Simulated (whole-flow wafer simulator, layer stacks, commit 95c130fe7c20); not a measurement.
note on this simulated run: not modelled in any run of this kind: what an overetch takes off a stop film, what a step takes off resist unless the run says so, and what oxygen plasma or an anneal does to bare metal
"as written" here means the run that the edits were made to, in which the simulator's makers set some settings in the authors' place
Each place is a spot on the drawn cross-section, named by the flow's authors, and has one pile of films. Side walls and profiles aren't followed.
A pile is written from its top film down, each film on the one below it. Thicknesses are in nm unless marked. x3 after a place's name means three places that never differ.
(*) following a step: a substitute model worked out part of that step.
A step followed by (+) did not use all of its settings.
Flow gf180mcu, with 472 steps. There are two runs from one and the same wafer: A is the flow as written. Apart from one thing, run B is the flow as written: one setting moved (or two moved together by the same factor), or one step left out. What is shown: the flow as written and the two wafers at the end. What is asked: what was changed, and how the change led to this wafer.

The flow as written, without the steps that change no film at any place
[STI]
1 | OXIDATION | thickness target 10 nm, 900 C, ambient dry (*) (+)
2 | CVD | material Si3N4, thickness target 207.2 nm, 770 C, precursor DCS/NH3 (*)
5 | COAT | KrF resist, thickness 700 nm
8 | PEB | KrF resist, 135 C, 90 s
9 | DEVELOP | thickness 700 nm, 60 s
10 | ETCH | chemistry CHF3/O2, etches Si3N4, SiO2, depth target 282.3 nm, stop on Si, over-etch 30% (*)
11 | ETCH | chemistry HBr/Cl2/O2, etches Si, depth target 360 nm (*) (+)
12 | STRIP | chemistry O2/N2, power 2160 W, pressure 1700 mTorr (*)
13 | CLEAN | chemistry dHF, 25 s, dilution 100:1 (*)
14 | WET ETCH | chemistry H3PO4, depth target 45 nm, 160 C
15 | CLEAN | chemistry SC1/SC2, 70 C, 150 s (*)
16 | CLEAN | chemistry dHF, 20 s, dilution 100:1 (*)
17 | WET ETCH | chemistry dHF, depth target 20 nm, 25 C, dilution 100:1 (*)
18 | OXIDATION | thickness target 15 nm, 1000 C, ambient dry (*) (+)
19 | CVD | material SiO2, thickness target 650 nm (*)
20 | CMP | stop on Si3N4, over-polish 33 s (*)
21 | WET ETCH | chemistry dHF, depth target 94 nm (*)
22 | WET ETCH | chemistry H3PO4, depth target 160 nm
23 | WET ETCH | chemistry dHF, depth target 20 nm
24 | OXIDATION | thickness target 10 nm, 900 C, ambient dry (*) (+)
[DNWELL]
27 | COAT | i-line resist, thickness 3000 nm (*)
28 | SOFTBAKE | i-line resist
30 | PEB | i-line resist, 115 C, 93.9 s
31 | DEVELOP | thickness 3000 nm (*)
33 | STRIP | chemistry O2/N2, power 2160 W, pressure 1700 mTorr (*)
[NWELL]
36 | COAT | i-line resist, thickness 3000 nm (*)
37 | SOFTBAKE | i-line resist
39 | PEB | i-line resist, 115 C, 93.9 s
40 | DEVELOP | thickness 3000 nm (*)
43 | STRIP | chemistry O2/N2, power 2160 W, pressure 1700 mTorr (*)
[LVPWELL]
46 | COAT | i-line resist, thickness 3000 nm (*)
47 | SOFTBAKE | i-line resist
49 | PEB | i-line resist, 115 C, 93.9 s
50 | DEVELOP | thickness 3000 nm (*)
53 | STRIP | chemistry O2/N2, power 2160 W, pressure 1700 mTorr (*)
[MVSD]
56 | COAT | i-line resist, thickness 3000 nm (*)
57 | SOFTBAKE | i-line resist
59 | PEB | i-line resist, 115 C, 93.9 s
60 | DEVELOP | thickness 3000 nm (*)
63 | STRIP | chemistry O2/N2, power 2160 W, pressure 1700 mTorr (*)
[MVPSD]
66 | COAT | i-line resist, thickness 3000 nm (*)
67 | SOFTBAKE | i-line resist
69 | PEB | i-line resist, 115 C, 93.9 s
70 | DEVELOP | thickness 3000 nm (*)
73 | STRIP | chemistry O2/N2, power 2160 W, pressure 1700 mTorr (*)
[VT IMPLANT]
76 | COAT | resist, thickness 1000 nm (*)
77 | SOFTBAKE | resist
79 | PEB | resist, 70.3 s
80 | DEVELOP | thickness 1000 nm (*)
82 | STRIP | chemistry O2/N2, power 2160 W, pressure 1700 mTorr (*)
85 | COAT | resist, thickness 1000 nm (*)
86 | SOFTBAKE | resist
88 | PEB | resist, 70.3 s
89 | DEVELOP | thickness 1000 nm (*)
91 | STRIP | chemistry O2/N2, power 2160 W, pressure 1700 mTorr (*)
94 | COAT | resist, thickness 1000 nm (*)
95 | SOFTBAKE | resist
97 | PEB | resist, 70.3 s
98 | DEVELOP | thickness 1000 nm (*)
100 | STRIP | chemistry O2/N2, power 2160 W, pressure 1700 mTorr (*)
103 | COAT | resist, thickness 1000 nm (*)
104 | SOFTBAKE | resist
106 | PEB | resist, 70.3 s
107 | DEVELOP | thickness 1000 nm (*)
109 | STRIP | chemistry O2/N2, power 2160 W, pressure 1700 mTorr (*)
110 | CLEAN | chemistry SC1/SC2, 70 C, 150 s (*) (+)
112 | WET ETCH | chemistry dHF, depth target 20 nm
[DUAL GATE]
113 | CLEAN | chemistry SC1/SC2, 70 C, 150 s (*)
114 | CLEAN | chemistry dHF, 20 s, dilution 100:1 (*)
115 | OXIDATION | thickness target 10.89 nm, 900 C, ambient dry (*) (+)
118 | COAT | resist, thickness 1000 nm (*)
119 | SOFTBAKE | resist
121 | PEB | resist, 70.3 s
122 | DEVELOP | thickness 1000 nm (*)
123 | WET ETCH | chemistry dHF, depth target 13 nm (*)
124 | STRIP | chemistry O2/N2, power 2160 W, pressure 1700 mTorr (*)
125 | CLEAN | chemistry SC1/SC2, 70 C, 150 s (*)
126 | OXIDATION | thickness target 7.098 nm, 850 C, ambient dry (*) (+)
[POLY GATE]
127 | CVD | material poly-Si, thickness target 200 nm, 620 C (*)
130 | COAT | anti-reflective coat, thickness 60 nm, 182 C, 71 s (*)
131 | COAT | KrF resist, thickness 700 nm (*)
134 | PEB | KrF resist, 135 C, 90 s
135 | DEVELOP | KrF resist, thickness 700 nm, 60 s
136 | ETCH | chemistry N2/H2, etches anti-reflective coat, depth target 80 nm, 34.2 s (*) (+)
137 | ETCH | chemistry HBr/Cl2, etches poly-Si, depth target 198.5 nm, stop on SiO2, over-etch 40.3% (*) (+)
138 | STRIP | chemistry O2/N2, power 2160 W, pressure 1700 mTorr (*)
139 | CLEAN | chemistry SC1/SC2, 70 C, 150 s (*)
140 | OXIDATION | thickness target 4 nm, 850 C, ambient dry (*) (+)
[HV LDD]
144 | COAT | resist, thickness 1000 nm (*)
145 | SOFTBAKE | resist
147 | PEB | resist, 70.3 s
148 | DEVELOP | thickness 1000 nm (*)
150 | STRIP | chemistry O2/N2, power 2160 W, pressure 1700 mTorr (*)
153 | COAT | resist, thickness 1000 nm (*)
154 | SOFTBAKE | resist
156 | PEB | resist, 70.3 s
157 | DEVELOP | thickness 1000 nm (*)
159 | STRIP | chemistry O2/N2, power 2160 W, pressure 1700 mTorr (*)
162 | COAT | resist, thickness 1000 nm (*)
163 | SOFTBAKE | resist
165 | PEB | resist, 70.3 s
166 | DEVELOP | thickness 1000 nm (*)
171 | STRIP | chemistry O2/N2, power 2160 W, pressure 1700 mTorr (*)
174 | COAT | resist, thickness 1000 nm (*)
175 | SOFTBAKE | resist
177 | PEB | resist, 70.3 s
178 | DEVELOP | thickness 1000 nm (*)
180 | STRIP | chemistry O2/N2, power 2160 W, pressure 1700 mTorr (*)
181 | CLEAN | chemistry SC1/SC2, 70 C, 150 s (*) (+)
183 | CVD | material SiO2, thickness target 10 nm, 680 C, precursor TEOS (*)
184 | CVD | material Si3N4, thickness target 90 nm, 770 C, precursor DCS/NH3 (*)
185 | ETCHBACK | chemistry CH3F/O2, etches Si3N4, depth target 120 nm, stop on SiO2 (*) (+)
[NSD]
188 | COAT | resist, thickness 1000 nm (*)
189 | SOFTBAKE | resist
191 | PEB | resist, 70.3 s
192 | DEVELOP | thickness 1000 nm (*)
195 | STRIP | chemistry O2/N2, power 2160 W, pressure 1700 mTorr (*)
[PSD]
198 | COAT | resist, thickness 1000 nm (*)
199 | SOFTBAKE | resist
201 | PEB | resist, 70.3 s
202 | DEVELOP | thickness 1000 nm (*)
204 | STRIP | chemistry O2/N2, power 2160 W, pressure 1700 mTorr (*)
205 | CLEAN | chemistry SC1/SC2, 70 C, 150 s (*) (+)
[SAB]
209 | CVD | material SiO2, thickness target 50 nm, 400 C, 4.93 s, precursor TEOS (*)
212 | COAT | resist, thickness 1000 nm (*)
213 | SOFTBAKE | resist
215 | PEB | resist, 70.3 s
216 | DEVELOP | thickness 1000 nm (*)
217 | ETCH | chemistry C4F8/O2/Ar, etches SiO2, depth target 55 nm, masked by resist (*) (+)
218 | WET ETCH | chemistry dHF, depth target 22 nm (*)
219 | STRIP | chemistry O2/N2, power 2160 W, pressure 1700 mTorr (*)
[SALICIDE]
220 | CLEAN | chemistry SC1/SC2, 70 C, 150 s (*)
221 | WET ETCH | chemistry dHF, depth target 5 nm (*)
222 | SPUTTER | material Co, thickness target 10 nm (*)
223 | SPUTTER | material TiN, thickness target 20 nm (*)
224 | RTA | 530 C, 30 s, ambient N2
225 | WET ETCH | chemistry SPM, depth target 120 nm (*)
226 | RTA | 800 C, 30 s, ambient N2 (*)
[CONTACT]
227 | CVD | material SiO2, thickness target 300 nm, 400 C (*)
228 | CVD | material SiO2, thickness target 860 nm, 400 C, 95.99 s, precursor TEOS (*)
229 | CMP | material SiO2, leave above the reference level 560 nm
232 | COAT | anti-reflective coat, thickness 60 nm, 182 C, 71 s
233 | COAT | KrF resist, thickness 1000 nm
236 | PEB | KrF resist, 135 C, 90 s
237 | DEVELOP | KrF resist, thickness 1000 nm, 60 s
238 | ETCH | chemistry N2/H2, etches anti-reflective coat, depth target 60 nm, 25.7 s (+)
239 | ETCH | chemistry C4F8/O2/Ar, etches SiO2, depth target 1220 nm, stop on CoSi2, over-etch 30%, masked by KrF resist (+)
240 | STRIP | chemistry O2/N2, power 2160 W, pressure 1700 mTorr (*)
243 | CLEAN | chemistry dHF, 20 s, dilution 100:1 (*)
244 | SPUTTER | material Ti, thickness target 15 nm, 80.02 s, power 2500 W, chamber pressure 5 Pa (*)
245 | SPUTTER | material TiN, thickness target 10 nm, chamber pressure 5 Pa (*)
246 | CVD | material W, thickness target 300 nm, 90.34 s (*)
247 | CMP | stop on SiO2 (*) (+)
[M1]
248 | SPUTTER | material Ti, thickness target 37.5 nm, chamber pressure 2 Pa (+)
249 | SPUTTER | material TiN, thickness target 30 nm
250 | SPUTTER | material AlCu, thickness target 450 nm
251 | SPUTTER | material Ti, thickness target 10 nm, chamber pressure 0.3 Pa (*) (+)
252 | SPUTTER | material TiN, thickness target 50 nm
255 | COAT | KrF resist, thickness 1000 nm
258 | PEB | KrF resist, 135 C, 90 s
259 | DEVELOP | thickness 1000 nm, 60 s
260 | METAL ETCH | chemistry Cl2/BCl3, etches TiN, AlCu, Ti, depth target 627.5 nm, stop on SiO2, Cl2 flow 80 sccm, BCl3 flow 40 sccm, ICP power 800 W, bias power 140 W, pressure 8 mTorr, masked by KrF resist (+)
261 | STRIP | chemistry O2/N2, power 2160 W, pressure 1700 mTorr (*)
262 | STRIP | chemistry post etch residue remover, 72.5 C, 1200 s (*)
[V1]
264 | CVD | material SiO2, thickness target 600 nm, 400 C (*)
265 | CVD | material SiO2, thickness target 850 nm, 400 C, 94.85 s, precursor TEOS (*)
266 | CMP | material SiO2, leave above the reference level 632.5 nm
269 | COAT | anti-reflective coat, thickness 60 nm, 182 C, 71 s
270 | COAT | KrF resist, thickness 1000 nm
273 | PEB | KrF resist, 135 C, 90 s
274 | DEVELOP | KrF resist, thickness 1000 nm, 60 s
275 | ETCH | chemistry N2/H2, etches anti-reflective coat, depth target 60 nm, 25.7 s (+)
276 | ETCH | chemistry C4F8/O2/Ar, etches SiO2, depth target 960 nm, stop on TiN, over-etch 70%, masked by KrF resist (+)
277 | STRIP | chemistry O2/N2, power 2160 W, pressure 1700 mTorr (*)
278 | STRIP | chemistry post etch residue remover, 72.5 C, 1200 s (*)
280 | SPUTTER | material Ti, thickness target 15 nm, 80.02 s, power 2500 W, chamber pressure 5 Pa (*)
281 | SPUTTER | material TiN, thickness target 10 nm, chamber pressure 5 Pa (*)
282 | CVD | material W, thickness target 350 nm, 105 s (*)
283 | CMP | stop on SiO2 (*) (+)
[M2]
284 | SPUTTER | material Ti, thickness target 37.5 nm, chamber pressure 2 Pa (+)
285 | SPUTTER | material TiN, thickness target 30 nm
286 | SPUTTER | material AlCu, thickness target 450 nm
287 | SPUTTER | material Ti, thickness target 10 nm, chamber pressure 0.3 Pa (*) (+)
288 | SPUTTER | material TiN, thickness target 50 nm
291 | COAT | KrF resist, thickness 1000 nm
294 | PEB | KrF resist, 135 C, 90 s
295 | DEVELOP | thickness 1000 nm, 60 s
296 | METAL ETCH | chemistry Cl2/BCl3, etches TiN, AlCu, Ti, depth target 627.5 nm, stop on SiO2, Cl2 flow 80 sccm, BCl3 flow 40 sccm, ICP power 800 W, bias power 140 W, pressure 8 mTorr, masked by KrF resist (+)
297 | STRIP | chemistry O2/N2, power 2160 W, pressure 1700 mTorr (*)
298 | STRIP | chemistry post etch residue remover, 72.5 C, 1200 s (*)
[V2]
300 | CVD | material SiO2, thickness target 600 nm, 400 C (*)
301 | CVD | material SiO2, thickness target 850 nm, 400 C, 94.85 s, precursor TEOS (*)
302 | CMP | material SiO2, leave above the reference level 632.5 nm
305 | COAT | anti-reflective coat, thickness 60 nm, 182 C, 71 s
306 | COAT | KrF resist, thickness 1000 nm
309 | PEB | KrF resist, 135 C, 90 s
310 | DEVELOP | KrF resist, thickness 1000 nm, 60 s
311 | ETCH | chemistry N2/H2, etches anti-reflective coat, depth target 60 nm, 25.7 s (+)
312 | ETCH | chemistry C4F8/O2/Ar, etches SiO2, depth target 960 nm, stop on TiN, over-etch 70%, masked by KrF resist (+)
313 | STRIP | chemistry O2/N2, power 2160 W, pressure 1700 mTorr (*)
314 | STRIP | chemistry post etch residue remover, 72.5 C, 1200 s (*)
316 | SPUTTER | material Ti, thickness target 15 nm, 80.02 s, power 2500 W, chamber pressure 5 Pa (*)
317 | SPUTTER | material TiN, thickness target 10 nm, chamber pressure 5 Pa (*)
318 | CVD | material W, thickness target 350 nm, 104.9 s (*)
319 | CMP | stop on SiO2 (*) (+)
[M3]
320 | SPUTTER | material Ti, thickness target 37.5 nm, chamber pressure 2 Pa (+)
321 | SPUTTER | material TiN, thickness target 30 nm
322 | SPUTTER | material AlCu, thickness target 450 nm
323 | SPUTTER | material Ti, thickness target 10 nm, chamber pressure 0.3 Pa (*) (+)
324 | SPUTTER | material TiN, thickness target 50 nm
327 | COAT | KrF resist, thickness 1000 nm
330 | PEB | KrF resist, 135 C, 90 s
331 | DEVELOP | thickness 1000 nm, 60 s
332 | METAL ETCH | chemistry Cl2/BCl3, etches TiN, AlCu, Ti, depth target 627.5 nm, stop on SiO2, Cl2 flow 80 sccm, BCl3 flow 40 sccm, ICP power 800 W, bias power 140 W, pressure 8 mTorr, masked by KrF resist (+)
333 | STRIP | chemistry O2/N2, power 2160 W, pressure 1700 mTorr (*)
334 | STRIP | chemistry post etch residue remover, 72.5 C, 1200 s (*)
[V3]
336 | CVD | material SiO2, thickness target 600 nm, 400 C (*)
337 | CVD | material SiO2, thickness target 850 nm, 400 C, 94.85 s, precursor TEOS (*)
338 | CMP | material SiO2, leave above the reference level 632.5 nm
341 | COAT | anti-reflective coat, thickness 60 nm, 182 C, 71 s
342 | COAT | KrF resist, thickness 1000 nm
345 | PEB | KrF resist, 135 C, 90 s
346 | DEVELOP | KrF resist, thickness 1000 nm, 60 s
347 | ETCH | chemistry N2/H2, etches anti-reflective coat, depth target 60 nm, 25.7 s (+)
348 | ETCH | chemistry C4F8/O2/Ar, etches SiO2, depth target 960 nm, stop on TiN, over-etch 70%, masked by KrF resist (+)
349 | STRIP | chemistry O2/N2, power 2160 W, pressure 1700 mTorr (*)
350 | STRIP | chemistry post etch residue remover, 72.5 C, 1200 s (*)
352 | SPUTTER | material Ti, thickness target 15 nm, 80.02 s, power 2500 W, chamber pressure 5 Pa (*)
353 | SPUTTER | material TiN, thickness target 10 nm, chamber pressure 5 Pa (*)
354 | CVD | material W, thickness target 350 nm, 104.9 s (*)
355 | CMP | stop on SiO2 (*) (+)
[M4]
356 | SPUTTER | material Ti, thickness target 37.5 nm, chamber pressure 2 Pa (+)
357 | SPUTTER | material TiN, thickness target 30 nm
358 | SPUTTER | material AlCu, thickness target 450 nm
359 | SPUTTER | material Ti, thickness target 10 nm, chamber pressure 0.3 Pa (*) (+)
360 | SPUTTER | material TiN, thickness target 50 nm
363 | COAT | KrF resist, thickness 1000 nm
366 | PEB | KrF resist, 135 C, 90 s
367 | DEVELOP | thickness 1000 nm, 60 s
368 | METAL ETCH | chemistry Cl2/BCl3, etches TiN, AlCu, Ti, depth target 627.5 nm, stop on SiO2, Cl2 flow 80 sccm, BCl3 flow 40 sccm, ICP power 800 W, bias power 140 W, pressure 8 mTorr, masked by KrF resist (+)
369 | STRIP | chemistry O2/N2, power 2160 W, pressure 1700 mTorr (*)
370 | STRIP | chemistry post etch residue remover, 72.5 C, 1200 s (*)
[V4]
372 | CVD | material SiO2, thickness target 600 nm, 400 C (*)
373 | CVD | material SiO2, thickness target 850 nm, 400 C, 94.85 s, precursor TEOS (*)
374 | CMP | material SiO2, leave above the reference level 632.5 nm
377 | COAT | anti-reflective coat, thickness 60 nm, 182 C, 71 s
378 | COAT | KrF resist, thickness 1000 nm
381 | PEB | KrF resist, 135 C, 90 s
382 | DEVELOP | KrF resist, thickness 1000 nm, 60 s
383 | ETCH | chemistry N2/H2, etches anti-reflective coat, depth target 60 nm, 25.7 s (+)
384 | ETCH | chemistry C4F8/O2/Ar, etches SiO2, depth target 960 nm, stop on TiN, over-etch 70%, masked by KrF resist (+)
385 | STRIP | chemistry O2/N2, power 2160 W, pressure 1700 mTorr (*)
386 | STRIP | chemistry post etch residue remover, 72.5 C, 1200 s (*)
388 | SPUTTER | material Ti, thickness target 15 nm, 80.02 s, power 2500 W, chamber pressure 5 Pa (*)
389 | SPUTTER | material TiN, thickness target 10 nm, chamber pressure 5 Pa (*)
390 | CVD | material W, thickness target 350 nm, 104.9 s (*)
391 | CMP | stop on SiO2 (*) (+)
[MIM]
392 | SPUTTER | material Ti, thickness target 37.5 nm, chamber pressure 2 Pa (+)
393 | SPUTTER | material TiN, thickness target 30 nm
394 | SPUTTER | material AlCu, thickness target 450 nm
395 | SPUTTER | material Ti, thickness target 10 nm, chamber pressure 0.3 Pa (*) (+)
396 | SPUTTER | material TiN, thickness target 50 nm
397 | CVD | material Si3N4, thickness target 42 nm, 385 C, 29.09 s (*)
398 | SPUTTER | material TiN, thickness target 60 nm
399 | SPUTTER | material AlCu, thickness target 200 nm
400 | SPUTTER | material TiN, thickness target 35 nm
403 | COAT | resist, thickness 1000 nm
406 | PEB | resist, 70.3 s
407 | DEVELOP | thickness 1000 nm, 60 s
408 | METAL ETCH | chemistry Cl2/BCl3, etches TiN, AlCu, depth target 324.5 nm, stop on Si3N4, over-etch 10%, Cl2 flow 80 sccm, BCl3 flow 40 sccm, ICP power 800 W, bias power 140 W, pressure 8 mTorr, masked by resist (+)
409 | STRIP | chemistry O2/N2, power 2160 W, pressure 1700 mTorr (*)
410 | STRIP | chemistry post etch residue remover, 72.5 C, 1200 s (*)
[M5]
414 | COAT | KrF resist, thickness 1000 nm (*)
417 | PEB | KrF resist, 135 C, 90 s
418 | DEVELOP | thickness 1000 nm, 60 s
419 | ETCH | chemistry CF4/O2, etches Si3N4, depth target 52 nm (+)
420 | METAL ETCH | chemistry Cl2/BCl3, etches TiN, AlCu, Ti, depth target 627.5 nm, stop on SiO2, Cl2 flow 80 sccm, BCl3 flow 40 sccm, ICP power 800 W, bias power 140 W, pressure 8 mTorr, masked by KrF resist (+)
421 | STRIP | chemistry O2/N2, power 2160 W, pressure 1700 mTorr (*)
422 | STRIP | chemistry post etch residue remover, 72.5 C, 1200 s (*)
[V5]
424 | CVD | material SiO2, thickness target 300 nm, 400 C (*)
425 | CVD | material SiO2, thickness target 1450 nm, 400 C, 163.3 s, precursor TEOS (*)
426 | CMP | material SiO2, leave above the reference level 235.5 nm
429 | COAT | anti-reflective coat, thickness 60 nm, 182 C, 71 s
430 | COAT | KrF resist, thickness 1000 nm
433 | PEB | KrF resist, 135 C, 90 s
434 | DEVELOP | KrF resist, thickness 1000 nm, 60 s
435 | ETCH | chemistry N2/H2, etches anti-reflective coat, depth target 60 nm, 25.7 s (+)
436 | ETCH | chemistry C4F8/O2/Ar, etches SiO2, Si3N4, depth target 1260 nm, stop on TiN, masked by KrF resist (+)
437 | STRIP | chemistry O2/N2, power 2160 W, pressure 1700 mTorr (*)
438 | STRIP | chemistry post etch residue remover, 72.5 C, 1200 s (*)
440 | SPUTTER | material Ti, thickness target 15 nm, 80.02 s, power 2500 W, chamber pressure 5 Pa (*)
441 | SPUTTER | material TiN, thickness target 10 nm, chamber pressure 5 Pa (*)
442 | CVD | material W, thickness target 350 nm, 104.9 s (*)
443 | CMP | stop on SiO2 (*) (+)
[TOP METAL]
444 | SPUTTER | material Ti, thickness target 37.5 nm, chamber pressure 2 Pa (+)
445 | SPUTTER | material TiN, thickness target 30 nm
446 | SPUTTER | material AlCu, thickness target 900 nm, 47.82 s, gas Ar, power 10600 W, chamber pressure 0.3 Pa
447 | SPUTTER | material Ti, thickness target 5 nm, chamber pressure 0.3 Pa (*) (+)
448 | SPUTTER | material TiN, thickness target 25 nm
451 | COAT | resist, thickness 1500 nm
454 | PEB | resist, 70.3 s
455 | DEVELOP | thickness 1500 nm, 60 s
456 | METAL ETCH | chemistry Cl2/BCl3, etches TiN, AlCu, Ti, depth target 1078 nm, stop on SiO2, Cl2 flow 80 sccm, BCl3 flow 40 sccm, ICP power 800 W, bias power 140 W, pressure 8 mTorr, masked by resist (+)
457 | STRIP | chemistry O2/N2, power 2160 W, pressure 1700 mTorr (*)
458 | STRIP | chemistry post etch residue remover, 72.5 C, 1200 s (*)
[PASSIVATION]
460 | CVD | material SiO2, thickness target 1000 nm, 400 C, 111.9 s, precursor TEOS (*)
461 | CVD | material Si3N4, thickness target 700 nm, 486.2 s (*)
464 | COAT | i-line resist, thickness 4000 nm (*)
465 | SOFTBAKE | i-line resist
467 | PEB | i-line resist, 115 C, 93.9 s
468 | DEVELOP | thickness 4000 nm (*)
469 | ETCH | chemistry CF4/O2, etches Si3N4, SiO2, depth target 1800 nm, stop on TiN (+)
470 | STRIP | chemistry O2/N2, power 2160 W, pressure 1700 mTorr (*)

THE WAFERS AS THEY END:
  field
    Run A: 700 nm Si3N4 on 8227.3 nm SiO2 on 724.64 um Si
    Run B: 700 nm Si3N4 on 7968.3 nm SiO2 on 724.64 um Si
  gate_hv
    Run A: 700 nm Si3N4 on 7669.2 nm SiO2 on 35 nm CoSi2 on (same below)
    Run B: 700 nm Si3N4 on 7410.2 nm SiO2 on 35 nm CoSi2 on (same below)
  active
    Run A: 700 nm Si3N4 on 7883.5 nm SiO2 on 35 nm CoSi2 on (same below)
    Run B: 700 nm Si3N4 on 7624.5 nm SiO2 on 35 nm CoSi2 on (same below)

Cause: step 286, SPUTTER: thickness target 191 nm was run, while the flow as written has thickness target 450 nm.

The path from the change to this, step by step:
  286 | SPUTTER | material AlCu, thickness target 450 nm
      field, field__w1, field__w2 and 108 more: A +450 AlCu (new film) | B +191 AlCu (new film)
  296 | METAL ETCH | chemistry Cl2/BCl3, etches TiN, AlCu, Ti, depth target 627.5 nm, stop on SiO2, Cl2 flow 80 sccm, BCl3 flow 40 sccm, ICP power 800 W, bias power 140 W, pressure 8 mTorr, masked by KrF resist (+)
      field, field__w1, field__w2 and 103 more: A -50 TiN (all of it), -10 Ti (all of it), -450 AlCu (all of it), -30 TiN (all of it), -37.5 Ti (all of it) | B -50 TiN (all of it), -10 Ti (all of it), -191 AlCu (all of it), -30 TiN (all of it), -37.5 Ti (all of it)
      field__w8, contact, m1, m1__w1, m1_nw: A -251 KrF resist | B -191.1 KrF resist
  297 | STRIP | chemistry O2/N2, power 2160 W, pressure 1700 mTorr (*)
      field__w8, contact, m1, m1__w1, m1_nw: A -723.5 KrF resist (all of it) | B -783.4 KrF resist (all of it)
  302 | CMP | material SiO2, leave above the reference level 632.5 nm
      field, field__w1, field__w2 and 103 more: A -300 SiO2 | B -559 SiO2
